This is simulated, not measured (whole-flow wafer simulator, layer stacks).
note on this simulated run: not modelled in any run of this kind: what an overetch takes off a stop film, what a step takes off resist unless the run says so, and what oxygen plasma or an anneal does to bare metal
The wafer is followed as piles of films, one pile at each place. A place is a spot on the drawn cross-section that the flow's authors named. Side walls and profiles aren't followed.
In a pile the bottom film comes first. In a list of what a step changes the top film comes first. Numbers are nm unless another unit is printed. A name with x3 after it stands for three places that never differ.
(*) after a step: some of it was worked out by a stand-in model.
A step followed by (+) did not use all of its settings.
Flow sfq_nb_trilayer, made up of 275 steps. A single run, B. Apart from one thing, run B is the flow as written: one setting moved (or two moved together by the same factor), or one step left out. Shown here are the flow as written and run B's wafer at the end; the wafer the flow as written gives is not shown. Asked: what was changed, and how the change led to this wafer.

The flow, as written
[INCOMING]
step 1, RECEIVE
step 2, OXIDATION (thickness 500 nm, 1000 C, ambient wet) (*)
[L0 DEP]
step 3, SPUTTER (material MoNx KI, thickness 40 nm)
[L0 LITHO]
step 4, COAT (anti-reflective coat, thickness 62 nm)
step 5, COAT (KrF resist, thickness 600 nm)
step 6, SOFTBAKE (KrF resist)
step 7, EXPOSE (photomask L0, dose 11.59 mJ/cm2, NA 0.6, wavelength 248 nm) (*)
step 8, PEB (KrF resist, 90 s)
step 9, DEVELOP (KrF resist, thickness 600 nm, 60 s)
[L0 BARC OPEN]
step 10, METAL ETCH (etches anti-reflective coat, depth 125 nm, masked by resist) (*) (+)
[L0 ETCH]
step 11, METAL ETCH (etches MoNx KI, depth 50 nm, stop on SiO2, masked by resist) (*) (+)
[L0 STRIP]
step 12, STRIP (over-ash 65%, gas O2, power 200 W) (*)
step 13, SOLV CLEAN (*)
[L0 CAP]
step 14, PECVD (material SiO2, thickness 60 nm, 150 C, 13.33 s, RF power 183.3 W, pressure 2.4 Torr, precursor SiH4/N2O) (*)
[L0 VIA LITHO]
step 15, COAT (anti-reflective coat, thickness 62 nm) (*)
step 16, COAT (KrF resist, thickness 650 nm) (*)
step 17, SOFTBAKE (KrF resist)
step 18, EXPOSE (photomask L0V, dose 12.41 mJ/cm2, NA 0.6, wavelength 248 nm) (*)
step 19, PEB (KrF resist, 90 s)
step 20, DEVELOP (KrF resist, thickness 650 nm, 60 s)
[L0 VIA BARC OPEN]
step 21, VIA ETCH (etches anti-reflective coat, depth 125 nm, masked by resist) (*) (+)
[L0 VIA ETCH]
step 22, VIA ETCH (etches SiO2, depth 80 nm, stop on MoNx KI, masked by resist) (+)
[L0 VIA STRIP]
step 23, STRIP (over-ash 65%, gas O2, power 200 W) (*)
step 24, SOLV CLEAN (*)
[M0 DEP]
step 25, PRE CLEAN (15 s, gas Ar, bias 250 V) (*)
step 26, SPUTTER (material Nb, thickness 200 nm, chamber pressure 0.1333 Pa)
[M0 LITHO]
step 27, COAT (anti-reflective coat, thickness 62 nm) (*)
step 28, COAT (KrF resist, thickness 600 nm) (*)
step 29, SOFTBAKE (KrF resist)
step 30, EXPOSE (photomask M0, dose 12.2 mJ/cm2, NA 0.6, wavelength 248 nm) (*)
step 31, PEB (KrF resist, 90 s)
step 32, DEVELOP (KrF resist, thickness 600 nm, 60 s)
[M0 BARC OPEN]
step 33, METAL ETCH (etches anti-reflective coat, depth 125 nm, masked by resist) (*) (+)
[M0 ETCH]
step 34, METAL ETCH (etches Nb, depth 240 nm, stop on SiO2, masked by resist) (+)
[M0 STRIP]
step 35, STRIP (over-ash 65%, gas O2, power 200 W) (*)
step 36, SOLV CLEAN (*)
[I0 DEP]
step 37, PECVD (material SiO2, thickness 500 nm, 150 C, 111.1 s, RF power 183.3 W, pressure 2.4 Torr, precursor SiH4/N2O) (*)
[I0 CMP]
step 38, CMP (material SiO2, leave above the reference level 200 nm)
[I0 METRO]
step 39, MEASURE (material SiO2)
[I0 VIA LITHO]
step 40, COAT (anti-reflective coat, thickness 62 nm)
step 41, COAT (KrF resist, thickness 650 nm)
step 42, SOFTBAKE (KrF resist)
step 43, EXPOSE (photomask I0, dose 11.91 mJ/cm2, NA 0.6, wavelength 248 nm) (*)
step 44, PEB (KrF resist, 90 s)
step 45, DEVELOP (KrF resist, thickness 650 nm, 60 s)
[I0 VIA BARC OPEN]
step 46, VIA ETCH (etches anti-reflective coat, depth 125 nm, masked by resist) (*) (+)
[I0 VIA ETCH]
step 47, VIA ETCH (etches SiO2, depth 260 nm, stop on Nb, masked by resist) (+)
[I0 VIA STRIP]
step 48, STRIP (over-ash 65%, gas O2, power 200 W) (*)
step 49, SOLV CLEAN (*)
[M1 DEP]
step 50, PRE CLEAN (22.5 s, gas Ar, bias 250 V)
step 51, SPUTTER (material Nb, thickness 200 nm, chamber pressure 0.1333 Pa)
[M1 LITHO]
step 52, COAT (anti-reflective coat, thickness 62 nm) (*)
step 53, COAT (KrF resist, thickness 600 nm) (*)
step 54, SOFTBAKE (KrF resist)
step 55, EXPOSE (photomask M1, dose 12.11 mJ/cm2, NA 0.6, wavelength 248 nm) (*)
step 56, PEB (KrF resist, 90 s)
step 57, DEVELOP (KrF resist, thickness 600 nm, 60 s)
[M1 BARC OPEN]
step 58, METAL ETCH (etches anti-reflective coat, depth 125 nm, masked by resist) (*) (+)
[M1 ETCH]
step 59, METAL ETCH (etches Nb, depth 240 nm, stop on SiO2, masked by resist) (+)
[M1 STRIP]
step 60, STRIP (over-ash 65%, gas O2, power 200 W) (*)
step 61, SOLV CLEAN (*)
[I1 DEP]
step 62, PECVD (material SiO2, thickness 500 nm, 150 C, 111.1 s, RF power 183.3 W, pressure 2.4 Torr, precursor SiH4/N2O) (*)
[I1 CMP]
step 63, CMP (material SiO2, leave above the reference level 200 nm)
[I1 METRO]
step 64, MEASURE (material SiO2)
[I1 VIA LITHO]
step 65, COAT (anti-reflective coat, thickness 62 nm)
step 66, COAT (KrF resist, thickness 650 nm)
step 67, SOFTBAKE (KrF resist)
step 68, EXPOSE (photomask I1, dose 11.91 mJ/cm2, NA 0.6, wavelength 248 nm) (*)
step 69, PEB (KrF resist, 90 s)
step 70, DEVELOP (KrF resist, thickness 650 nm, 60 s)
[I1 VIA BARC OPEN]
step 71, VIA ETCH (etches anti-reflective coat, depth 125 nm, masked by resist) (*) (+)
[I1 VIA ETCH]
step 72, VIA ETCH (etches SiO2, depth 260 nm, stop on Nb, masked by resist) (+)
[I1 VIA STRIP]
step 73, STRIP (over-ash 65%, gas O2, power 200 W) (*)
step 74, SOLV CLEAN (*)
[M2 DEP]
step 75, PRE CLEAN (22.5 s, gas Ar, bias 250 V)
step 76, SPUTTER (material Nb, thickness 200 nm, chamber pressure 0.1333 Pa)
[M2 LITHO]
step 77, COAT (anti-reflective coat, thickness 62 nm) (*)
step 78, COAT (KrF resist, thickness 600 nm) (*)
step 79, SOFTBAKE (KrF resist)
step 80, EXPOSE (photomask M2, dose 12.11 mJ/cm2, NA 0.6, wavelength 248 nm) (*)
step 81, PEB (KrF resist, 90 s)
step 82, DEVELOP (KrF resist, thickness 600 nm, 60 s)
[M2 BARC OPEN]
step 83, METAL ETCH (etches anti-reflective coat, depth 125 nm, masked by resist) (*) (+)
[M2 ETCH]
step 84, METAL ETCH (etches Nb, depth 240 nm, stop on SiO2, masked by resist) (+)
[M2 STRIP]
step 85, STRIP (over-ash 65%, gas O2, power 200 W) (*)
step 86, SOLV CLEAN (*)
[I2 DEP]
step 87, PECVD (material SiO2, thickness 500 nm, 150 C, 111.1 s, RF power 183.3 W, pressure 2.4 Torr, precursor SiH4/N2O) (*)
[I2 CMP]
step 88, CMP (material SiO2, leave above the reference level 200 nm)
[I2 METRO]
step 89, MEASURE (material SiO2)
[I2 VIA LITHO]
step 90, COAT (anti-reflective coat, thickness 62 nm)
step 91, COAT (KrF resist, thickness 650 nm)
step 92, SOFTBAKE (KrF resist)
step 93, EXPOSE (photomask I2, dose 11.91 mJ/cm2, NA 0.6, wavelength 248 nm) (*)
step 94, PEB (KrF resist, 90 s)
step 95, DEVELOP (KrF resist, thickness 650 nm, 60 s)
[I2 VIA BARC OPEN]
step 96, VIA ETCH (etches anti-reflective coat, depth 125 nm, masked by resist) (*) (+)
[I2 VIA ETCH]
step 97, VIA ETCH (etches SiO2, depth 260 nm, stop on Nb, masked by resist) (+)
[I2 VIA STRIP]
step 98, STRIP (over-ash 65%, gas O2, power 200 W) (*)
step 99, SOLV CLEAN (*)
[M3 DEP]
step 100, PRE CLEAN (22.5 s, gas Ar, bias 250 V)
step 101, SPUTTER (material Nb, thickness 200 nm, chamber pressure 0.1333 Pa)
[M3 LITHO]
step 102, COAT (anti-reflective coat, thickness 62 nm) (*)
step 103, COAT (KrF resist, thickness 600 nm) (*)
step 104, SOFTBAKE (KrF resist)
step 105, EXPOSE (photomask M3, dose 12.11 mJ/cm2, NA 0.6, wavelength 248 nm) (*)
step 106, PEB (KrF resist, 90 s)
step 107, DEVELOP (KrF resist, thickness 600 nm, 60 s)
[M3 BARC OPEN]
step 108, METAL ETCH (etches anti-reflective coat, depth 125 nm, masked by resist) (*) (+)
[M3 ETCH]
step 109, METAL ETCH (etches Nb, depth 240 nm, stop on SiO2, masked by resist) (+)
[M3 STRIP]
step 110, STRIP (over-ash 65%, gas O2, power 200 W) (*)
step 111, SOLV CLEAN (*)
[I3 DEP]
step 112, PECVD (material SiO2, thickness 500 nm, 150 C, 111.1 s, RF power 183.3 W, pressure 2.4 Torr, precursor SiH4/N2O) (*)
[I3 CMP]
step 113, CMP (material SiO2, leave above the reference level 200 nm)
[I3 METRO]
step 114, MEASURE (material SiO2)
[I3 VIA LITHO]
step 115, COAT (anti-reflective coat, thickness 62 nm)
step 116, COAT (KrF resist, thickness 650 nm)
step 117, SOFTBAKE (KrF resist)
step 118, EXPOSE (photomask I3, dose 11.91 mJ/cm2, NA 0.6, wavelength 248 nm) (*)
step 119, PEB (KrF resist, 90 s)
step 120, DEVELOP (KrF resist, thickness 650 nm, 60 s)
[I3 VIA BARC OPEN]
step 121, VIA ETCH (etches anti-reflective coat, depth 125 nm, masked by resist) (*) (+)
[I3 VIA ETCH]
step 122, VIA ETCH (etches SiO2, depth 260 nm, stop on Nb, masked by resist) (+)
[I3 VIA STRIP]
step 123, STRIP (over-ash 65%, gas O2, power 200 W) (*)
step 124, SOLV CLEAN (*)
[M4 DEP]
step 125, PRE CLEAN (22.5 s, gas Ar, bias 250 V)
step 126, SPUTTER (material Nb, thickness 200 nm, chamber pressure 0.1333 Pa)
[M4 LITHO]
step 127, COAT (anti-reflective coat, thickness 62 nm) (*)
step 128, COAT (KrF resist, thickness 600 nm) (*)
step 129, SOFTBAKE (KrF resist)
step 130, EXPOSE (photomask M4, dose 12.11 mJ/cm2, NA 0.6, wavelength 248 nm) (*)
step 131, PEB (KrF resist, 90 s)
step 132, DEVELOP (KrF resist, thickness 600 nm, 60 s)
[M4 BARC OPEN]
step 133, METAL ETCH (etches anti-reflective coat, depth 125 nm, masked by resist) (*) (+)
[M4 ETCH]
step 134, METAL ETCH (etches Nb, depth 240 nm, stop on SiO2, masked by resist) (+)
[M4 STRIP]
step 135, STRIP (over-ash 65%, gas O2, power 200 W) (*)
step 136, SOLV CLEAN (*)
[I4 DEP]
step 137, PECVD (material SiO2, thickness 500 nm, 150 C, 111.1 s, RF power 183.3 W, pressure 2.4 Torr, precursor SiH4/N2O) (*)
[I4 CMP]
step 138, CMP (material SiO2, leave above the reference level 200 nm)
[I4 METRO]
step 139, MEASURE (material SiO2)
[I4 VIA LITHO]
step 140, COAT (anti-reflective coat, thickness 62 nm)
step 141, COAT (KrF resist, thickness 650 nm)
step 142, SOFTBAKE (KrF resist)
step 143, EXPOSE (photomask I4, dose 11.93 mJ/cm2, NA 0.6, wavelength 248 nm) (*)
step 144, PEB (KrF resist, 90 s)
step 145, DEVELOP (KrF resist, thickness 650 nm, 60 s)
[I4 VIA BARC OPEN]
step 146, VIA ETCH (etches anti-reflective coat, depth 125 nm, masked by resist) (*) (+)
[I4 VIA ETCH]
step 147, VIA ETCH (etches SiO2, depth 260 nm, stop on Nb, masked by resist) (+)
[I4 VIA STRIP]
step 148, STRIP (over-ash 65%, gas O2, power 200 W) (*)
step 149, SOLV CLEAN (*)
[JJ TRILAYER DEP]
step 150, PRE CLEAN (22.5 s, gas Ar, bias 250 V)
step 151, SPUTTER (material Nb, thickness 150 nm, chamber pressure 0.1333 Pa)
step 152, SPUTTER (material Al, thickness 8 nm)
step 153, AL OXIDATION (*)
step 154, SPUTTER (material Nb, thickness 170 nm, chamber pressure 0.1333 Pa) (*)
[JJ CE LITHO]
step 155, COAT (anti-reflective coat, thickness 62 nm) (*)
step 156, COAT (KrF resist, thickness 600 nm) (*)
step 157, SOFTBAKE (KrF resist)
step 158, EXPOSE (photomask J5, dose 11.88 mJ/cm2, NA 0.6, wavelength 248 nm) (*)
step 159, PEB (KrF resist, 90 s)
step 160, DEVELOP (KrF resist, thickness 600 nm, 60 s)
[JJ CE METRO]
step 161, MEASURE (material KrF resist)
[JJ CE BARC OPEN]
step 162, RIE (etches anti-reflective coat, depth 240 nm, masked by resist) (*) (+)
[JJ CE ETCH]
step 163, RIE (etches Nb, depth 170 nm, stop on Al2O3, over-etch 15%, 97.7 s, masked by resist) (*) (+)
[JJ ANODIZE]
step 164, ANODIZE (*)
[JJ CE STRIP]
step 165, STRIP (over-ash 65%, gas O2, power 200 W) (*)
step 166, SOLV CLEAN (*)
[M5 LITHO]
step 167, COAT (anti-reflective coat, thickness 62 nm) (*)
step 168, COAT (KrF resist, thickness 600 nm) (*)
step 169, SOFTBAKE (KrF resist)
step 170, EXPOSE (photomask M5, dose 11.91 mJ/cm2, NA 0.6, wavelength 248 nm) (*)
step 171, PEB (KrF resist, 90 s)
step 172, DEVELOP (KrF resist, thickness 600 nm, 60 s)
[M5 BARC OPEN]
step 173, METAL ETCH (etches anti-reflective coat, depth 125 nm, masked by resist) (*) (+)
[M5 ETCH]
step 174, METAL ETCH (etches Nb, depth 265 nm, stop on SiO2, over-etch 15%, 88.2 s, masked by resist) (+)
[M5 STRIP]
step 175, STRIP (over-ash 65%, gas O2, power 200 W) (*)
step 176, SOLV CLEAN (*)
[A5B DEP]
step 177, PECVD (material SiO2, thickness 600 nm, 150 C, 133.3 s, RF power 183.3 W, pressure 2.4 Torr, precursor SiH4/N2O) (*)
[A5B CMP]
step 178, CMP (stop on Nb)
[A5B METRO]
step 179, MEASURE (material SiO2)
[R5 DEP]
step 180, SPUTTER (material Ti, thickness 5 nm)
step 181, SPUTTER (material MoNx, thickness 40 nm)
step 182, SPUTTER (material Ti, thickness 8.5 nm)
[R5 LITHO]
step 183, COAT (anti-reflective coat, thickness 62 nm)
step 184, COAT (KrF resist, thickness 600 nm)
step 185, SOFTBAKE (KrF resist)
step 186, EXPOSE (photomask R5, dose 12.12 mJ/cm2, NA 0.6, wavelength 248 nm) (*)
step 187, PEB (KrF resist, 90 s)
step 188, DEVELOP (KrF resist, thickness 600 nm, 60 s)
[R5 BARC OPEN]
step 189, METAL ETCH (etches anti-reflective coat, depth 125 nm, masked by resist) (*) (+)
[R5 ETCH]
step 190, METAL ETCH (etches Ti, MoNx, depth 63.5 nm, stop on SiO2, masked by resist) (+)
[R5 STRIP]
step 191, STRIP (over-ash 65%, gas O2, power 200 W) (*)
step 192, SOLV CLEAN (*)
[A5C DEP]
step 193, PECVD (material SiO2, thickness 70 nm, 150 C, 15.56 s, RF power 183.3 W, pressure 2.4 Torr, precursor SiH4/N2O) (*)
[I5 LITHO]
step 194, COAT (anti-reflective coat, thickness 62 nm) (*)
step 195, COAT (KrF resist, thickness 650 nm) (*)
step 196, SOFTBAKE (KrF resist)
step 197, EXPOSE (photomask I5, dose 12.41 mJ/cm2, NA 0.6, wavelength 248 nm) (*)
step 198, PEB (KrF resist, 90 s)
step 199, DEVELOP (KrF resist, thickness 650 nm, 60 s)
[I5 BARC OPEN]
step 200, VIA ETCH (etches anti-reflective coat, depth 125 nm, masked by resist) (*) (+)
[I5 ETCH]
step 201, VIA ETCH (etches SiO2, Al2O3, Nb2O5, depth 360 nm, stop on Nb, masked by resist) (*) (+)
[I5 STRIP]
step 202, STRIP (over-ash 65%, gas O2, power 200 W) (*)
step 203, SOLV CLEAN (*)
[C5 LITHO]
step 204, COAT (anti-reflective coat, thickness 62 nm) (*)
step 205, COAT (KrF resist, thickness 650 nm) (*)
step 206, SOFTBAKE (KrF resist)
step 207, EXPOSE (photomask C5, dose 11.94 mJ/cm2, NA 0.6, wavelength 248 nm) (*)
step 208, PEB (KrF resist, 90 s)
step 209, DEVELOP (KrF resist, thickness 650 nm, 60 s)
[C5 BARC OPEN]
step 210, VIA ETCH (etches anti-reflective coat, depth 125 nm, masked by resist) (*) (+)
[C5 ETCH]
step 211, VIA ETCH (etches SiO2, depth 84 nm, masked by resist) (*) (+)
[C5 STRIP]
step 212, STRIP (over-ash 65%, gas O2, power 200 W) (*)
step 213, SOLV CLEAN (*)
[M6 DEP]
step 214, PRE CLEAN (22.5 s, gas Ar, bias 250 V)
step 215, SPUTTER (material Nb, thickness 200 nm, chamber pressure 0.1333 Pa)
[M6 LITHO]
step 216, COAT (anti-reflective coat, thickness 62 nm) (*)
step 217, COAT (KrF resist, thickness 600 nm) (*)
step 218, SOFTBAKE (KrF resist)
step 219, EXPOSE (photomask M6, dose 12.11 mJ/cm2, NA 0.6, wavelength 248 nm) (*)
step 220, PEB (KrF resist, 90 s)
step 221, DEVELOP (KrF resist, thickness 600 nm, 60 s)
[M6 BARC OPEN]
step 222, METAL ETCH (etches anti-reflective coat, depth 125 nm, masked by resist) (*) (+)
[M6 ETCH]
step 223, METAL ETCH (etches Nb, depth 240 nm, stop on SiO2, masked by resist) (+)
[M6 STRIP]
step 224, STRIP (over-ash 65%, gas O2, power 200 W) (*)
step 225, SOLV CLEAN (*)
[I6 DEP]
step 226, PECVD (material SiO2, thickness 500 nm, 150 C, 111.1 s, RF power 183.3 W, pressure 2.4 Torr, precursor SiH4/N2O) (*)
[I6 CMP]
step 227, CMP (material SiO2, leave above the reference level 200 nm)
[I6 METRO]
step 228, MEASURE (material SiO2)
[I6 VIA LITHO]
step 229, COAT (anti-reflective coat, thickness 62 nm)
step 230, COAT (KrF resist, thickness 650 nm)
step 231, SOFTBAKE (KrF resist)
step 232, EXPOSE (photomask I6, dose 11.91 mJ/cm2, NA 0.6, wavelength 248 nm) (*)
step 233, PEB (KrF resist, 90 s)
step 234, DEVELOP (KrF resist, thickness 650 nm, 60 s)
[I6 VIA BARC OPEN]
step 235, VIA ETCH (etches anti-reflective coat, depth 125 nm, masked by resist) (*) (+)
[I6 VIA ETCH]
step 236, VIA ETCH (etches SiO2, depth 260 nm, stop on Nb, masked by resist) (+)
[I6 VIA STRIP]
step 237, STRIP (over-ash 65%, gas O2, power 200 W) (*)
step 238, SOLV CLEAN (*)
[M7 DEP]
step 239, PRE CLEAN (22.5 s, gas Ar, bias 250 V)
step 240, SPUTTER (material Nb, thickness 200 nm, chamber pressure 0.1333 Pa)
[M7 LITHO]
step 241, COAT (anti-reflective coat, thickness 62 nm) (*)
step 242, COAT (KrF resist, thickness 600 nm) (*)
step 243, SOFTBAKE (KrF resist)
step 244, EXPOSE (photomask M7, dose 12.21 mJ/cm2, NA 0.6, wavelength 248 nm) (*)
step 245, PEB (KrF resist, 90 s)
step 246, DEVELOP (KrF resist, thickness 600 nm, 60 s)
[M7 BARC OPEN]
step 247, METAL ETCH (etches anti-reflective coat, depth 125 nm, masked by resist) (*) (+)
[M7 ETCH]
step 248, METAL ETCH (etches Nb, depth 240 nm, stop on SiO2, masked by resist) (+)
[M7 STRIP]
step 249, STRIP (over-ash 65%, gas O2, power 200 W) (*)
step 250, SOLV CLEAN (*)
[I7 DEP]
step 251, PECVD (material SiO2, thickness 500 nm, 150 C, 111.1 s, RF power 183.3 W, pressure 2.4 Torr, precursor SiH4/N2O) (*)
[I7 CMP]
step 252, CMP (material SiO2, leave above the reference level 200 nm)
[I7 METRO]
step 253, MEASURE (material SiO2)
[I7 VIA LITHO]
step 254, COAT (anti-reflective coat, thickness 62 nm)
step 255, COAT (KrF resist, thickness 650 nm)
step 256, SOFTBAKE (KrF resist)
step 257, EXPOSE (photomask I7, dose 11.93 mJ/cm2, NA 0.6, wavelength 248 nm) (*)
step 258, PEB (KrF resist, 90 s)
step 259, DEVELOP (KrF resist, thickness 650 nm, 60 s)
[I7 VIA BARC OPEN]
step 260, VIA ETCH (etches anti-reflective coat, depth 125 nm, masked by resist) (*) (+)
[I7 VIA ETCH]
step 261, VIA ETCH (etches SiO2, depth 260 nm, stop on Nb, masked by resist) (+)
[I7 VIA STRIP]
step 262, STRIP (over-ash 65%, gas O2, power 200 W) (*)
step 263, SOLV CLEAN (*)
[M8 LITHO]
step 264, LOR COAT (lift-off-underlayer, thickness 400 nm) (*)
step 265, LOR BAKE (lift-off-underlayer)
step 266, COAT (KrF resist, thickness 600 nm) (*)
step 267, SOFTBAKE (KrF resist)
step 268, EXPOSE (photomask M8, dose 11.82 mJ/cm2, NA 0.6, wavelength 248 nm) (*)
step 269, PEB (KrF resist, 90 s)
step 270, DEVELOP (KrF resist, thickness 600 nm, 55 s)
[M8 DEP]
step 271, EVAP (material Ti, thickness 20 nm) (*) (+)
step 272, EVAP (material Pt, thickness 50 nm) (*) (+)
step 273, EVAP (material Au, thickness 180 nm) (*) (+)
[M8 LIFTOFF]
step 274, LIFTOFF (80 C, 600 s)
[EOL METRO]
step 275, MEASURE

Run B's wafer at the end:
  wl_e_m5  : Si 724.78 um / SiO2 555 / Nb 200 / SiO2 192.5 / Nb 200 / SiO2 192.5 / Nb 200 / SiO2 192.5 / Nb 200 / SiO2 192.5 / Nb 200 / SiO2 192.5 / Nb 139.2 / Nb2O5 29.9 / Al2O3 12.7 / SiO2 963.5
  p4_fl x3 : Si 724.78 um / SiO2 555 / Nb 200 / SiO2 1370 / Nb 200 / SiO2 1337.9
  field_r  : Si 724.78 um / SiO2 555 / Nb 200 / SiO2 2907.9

What caused this: step 240, SPUTTER: thickness 162 nm was run, whereas the flow has thickness 200 nm.

Step by step, how the change led to this:
  step 240, SPUTTER (material Nb, thickness 200 nm, chamber pressure 0.1333 Pa)
      field_l, v_sur, via_wl and 102 more: Nb gains 162 (new film) (it would be, as written: Nb gains 200 (new film))
      via_v: Nb gains 130.4 (it would be, as written: Nb gains 161.1)
  step 248, METAL ETCH (etches Nb, depth 240 nm, stop on SiO2, masked by resist) (+)
      field_l, field_r, lsp_l and 62 more: Nb loses 162 (all of it) (it would be, as written: Nb loses 200 (all of it))
  step 251, PECVD (material SiO2, thickness 500 nm, 150 C, 111.1 s, RF power 183.3 W, pressure 2.4 Torr, precursor SiH4/N2O) (*)
      m7r_space_l x2: SiO2 gains 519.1 (it would be, as written: SiO2 gains 557.1)
  step 252, CMP (material SiO2, leave above the reference level 200 nm)
      field_l, p4_fl x3, p4_w1 x9 and 46 more: SiO2 loses 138 (it would be, as written: SiO2 loses 100)
      field_r, lsp_l: SiO2 loses 119.9 (it would be, as written: SiO2 loses 77.7)
      (and at 3 other places as well)
